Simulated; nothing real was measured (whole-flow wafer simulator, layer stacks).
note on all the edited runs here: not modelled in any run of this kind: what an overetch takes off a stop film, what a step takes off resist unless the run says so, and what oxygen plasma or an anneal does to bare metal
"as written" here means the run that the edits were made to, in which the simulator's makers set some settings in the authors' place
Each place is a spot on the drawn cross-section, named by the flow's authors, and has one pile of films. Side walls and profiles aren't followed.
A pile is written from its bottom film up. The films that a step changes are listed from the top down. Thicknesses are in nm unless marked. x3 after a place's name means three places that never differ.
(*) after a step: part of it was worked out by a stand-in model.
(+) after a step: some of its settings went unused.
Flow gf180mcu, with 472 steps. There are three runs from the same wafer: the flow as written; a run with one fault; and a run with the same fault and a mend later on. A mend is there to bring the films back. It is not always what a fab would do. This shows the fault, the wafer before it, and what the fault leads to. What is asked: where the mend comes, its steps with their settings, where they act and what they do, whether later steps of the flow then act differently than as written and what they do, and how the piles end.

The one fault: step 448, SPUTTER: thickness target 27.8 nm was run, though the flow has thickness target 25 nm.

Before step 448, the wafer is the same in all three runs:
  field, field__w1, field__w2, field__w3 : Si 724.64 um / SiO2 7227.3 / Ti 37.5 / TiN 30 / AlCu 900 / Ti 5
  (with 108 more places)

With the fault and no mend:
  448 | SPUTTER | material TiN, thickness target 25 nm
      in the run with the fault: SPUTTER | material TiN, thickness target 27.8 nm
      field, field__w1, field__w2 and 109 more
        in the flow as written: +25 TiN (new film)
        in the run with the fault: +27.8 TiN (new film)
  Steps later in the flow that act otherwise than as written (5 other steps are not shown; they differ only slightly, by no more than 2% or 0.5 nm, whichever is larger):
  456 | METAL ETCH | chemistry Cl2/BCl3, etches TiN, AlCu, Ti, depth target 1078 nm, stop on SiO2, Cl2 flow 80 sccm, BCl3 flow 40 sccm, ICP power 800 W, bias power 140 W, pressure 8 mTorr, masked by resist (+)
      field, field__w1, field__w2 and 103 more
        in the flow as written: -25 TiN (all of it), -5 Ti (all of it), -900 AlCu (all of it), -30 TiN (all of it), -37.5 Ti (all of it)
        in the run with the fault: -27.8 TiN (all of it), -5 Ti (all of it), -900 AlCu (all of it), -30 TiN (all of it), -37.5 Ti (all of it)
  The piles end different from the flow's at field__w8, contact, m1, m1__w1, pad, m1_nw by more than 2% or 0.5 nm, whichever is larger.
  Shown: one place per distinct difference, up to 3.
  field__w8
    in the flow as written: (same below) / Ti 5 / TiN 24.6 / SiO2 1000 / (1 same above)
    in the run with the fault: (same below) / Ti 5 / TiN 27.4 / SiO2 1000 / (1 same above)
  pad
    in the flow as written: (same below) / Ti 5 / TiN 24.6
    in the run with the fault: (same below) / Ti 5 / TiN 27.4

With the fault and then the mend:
  The mend stands after step 455.
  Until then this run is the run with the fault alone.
  455a | STRIP | chemistry O2/N2, power 2160 W, pressure 1700 mTorr (*)
      field__w8, contact, m1, m1__w1, pad, m1_nw
        -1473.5 resist (all of it)
  455b | METAL ETCH | chemistry Cl2/BCl3, etches TiN, AlCu, Ti, depth target 2.8 nm, Cl2 flow 80 sccm, BCl3 flow 40 sccm, ICP power 800 W, bias power 140 W, pressure 8 mTorr (a further turn of the flow's step 260, with different settings)
      field, field__w1, field__w2 and 109 more
        -2.8 TiN
  455c | HMDS | 120 C, 60 s (a further turn of the flow's step 450)
      leaves every film unchanged at each place that is followed
  455d | COAT | resist, thickness 1500 nm (a further turn of the flow's step 451)
      field, field__w1, field__w2 and 109 more
        +1500 resist (new film)
  455e | SOFTBAKE | resist (a further turn of the flow's step 452)
      leaves every film unchanged at each place that is followed
  455f | EXPOSE | photomask MetalTop (a further turn of the flow's step 453)
      leaves every film unchanged at each place that is followed
  455g | PEB | resist, 70.3 s (a further turn of the flow's step 454)
      field, field__w1, field__w2 and 109 more
        -26.5 resist
  455h | DEVELOP | thickness 1500 nm, 60 s (a further turn of the flow's step 455)
      field, field__w1, field__w2 and 103 more
        -1473.5 resist (all of it)
  Every later step of the flow that is run acts as written at every place that is followed.
  The piles end the same as the flow's at every place that both follow.
